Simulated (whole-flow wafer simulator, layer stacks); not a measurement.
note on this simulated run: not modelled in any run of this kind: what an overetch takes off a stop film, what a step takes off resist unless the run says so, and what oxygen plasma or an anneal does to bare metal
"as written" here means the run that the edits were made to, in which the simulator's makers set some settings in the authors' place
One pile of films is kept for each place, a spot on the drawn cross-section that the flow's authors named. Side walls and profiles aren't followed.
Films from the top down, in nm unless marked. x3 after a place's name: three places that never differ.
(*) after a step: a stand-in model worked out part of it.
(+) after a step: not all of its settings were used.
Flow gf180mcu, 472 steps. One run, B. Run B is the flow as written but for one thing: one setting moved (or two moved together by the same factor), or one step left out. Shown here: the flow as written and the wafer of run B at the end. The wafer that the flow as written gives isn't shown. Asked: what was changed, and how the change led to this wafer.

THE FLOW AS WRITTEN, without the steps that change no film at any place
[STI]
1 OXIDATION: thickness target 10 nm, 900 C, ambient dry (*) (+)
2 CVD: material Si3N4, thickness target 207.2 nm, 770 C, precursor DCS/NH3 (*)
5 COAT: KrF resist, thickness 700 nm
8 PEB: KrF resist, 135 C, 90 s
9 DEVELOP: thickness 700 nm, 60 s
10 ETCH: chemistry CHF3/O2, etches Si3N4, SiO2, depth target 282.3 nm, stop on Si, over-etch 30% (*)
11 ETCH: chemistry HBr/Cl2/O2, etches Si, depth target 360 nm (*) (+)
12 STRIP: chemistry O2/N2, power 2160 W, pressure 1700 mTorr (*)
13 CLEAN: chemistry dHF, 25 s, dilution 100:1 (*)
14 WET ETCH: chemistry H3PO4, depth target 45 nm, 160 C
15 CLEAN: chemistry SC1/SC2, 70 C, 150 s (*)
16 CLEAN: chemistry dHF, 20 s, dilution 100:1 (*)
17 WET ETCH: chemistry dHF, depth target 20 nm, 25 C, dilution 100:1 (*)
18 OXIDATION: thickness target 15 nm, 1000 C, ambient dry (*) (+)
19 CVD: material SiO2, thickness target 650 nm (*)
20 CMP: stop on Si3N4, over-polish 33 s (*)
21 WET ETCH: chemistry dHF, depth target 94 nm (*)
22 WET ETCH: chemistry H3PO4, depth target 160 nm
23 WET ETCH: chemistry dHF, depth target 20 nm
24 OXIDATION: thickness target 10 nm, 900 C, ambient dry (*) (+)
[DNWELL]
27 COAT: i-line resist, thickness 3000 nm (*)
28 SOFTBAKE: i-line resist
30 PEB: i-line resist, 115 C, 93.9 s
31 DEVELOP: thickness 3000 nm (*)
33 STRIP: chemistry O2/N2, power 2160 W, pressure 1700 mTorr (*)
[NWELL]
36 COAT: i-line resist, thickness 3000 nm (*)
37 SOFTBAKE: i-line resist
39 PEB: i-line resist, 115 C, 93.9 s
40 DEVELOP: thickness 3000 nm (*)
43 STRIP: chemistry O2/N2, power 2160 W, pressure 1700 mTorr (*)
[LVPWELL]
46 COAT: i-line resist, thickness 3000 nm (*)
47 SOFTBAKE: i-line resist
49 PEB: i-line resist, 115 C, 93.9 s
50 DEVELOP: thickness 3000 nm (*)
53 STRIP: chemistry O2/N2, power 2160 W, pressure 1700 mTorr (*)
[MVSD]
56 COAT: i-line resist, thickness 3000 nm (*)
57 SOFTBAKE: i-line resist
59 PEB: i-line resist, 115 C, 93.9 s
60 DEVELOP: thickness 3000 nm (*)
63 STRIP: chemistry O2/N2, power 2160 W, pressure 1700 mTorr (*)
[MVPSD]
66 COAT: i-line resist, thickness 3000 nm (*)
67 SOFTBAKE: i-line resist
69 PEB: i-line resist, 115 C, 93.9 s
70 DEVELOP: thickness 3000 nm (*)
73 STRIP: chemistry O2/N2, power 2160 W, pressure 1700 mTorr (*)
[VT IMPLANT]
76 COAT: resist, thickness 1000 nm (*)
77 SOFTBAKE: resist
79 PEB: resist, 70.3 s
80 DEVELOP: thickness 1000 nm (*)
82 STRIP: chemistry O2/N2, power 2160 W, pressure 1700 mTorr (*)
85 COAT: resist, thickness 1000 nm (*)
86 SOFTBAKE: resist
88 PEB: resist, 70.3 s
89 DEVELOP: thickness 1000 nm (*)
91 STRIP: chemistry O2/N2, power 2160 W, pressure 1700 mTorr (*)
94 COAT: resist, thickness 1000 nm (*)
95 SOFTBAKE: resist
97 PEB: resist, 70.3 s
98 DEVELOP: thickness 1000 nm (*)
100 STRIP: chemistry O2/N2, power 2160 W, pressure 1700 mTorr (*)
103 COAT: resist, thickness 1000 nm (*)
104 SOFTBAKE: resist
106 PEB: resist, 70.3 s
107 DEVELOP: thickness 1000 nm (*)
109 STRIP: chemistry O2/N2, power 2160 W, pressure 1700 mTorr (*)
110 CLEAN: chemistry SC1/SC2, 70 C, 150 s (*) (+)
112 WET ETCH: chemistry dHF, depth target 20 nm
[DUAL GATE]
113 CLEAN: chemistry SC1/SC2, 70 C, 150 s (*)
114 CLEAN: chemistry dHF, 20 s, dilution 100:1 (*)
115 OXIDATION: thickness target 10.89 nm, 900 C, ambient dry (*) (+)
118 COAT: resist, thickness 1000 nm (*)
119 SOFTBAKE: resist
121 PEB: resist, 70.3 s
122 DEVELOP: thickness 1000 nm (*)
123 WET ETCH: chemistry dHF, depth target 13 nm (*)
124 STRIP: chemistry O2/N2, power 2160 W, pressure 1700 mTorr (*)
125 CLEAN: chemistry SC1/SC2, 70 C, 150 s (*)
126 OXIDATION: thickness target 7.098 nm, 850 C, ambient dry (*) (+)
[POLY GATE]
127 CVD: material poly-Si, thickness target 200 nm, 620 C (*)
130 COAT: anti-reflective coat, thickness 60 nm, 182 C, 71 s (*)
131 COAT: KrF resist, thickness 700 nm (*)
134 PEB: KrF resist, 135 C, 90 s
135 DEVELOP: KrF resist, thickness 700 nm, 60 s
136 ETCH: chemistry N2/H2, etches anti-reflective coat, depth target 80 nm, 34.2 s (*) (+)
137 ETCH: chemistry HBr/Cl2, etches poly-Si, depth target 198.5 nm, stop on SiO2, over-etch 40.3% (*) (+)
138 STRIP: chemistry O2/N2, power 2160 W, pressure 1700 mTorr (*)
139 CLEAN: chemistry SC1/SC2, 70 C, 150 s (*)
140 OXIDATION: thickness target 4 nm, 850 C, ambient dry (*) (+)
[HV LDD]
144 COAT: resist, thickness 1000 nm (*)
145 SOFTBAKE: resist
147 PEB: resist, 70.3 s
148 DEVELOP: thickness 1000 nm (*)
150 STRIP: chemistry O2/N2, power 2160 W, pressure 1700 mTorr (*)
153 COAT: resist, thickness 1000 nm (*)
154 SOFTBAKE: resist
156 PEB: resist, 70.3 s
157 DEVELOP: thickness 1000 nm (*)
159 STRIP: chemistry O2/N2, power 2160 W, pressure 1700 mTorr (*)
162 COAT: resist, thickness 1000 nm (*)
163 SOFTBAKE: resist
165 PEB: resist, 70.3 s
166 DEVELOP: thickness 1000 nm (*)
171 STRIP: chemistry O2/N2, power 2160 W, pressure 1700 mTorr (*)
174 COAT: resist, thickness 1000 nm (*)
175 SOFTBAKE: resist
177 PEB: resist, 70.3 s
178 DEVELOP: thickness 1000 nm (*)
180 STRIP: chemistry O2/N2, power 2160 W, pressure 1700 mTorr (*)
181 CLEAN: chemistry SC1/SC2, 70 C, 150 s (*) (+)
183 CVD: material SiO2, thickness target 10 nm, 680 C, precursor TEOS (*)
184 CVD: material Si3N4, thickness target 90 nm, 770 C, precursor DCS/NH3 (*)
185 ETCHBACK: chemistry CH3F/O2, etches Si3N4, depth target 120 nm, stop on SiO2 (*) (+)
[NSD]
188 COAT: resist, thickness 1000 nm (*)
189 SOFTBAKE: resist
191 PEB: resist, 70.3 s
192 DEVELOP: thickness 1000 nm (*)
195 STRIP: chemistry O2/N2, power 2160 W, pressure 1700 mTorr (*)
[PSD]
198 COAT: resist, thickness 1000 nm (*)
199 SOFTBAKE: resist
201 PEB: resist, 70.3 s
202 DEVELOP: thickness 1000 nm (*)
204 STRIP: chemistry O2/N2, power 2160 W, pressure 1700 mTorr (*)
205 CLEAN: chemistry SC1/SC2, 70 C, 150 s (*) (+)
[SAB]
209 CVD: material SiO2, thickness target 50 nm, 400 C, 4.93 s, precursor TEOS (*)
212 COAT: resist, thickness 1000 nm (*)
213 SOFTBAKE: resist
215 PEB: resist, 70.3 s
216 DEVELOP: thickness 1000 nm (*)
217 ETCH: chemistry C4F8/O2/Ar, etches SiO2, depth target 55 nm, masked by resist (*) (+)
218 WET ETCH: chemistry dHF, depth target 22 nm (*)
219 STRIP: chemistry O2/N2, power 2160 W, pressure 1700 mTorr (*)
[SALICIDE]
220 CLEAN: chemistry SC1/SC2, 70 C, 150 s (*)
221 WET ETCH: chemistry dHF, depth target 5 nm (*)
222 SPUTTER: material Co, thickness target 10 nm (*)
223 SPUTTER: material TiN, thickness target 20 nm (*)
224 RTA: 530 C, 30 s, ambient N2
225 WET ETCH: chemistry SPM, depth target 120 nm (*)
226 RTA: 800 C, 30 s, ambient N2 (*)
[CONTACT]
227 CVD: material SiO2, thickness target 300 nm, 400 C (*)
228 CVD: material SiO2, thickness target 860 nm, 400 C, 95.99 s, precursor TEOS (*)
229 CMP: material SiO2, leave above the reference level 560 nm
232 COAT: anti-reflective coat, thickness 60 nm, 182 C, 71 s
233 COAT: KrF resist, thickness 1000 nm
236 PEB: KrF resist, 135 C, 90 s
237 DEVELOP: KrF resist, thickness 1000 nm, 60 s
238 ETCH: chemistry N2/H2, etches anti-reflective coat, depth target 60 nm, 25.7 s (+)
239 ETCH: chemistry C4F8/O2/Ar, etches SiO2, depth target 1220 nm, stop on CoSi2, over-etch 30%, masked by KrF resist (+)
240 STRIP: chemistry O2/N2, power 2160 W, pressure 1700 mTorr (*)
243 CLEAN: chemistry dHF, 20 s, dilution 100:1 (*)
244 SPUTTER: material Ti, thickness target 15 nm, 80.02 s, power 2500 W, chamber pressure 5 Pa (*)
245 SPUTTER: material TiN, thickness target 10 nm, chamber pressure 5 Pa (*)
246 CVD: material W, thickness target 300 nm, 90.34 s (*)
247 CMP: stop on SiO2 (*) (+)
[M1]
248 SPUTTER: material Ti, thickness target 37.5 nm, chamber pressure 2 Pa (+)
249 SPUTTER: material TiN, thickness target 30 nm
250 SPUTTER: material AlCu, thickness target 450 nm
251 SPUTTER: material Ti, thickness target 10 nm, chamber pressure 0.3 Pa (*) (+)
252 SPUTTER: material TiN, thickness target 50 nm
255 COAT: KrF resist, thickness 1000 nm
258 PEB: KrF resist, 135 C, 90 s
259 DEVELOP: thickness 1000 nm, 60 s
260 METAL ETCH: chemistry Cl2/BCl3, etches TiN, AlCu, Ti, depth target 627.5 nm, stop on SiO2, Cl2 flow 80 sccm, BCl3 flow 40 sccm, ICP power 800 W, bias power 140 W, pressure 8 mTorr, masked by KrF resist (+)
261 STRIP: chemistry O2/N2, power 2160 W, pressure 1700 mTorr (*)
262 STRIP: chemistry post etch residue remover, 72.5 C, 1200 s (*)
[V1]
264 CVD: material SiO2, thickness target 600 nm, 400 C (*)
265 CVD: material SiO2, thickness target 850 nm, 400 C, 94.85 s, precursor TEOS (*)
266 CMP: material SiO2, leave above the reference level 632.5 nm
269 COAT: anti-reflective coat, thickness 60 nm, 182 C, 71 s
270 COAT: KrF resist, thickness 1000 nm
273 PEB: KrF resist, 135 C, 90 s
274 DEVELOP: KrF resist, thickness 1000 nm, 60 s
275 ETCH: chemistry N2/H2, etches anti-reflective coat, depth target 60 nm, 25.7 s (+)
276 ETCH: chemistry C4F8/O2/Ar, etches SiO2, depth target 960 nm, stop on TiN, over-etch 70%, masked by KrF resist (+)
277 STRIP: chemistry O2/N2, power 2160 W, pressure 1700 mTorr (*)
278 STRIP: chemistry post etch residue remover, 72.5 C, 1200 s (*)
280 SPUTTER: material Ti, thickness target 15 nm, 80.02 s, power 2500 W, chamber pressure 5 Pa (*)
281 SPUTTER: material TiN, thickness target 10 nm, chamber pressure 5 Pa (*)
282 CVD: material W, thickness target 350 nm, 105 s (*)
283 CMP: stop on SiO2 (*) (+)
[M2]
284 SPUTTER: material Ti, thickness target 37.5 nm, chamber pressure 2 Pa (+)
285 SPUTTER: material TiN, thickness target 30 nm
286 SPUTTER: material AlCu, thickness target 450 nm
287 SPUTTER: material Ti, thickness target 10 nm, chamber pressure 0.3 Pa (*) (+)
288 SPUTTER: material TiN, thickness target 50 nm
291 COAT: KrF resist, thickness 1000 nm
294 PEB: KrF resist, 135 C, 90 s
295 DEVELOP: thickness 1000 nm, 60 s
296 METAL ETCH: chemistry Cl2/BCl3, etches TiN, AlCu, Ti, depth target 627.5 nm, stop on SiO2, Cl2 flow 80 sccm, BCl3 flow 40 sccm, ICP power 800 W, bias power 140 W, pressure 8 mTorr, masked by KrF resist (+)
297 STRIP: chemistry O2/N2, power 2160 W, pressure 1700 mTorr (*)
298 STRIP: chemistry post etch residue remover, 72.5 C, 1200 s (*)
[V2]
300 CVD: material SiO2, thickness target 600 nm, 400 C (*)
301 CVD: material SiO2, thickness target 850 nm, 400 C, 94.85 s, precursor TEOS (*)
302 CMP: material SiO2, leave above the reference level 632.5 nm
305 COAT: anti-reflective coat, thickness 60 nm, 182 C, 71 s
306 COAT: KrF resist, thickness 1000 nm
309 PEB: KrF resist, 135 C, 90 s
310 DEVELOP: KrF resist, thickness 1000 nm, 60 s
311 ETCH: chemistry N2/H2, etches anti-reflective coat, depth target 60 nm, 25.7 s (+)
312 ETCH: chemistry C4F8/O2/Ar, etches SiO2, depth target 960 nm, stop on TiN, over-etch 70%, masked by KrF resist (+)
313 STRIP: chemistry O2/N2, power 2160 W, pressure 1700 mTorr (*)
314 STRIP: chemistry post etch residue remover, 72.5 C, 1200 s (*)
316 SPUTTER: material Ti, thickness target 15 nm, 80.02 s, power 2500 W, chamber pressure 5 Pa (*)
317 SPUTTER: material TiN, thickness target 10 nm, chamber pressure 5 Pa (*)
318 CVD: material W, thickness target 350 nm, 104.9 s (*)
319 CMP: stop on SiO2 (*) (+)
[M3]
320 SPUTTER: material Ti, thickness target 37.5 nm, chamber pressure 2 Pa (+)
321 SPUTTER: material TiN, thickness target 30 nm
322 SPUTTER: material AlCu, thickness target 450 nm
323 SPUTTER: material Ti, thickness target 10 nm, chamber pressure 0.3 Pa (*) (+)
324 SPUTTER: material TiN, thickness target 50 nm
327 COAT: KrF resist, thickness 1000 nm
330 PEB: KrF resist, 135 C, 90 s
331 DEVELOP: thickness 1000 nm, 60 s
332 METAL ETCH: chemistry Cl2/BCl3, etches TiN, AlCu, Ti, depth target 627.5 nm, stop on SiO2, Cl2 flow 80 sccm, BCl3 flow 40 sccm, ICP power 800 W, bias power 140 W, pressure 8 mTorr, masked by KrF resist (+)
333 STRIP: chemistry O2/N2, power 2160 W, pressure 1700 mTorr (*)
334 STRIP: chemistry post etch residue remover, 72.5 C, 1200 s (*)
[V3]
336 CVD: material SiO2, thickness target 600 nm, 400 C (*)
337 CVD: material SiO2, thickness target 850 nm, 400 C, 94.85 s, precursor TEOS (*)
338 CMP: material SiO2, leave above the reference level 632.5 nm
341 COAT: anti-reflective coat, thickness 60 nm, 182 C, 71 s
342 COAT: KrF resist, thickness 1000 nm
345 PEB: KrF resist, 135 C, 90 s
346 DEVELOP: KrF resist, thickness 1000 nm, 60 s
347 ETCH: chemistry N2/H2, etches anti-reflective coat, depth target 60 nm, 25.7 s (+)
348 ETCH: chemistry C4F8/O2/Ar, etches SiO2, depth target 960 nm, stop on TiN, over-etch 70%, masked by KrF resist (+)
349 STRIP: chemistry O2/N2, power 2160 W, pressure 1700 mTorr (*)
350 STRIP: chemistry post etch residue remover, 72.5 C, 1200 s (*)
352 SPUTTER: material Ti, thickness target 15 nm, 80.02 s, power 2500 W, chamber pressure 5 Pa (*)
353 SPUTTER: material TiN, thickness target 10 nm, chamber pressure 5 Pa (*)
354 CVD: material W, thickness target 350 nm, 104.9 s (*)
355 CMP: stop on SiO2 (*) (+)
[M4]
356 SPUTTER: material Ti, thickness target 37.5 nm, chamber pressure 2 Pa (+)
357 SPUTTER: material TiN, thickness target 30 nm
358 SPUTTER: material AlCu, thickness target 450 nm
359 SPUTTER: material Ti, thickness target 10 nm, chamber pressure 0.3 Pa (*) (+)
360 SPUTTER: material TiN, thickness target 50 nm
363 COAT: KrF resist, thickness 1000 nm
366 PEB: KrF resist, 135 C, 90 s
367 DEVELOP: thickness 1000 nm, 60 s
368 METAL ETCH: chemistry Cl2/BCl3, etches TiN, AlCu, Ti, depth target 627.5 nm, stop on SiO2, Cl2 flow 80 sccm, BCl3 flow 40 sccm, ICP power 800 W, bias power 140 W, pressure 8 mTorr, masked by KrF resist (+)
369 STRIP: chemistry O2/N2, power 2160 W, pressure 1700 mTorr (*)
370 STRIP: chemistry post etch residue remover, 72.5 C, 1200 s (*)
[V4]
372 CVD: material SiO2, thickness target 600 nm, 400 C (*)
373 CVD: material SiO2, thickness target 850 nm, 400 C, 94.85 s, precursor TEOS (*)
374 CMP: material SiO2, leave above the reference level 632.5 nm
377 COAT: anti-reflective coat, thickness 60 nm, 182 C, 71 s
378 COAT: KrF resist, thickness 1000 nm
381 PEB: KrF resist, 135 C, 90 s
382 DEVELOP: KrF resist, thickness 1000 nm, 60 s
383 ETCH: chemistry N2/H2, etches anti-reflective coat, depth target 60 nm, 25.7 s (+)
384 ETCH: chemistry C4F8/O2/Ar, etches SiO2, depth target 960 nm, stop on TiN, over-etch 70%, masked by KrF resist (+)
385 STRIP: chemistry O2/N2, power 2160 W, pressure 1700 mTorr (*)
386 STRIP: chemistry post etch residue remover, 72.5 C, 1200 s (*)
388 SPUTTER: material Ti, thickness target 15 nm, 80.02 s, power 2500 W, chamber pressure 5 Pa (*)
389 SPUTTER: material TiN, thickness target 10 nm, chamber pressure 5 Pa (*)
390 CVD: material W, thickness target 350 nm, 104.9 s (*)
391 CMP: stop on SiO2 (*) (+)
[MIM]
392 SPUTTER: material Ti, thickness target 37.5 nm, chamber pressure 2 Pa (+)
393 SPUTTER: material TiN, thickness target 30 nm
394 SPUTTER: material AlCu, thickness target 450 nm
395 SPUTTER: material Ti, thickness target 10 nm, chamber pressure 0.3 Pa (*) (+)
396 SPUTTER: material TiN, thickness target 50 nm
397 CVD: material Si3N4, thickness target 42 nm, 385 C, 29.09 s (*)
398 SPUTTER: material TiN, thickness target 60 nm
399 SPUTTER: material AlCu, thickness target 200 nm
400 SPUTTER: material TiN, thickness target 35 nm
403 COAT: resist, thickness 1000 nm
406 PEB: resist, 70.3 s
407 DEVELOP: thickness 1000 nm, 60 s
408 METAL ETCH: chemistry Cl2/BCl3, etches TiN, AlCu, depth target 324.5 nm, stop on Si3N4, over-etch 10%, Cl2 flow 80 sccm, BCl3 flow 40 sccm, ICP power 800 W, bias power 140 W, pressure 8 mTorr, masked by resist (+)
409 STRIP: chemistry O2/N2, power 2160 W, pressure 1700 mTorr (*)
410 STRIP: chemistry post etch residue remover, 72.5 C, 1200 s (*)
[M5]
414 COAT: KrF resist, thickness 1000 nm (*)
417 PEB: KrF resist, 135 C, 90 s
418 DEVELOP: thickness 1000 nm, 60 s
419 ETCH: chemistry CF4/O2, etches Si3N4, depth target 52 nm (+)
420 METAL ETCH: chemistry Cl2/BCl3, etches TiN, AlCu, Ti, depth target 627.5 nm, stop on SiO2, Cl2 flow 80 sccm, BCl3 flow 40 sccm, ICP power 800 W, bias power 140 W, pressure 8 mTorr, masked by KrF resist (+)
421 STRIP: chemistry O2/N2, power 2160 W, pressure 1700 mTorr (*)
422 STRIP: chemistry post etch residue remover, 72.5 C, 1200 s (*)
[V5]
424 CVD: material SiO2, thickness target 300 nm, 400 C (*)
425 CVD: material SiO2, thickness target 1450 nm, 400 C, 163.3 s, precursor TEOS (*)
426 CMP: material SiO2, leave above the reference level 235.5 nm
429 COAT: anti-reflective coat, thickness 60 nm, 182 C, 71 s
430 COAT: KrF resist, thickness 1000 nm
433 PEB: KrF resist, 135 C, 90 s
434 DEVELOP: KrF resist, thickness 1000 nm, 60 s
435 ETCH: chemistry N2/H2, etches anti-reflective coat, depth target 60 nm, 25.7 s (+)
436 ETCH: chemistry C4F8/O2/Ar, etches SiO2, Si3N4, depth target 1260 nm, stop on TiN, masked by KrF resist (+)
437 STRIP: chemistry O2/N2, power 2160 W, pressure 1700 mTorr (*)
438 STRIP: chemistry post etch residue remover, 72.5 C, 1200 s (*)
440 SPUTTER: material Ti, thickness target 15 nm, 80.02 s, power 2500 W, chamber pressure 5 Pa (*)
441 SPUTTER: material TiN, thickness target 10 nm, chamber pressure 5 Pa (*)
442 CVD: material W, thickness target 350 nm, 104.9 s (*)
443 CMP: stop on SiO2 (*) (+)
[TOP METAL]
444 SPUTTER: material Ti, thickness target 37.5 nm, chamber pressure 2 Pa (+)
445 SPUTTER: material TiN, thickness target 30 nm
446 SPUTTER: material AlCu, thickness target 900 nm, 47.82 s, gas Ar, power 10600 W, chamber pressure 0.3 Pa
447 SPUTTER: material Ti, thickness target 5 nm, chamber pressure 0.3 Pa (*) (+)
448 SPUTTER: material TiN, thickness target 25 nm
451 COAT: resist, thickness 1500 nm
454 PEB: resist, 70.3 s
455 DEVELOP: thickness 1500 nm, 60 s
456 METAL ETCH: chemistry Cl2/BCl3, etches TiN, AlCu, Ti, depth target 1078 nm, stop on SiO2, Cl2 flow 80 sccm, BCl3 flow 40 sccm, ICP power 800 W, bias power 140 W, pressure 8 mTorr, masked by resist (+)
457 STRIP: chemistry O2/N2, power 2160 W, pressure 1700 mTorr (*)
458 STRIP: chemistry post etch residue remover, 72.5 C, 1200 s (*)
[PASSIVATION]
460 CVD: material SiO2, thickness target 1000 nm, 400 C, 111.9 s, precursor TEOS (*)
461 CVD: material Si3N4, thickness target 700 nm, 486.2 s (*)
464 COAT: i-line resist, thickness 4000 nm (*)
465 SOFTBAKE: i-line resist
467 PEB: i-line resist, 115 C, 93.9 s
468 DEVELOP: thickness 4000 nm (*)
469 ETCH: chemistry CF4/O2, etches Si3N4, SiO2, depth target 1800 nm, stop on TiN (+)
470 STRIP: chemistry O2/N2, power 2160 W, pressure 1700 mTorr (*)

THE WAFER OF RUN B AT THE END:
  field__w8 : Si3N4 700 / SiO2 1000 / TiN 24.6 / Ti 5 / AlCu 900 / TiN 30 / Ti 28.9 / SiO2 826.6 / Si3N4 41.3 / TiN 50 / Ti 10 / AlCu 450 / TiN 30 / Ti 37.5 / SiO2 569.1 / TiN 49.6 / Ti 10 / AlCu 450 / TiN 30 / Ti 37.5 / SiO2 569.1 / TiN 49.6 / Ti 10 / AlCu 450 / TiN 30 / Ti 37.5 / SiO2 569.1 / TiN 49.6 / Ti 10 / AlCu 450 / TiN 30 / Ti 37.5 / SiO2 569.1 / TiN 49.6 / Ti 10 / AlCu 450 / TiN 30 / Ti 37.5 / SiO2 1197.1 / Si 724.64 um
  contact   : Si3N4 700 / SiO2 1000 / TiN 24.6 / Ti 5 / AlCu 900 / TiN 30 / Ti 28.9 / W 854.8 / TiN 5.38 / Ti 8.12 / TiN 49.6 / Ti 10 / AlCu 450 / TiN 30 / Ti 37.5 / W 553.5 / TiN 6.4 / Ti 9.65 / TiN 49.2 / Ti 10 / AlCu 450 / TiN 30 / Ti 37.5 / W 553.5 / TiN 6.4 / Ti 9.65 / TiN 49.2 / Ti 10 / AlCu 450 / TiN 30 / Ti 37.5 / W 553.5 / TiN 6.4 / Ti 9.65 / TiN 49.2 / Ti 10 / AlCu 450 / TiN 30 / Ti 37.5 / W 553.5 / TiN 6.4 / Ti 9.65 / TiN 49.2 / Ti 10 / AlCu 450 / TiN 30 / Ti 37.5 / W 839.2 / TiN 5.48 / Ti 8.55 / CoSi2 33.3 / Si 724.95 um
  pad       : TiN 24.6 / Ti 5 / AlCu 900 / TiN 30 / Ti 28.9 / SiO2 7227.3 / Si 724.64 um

The cause: step 444, SPUTTER: thickness target 28.9 nm was run, where the flow has thickness target 37.5 nm.
It can be read off the wafer: field__w8 has Ti 28.9, and step 444 as written asks for 37.5 nm.

How the change led to this, step by step:
  444 SPUTTER: material Ti, thickness target 37.5 nm, chamber pressure 2 Pa (+)
      field, field__w1, field__w2 and 109 more: Ti +28.9 (new film) (as written it would be: Ti +37.5 (new film))
  456 METAL ETCH: chemistry Cl2/BCl3, etches TiN, AlCu, Ti, depth target 1078 nm, stop on SiO2, Cl2 flow 80 sccm, BCl3 flow 40 sccm, ICP power 800 W, bias power 140 W, pressure 8 mTorr, masked by resist (+)
      field, field__w1, field__w2 and 103 more: TiN -25 (all of it), Ti -5 (all of it), AlCu -900 (all of it), TiN -30 (all of it), Ti -28.9 (all of it) (as written it would be: TiN -25 (all of it), Ti -5 (all of it), AlCu -900 (all of it), TiN -30 (all of it), Ti -37.5 (all of it))
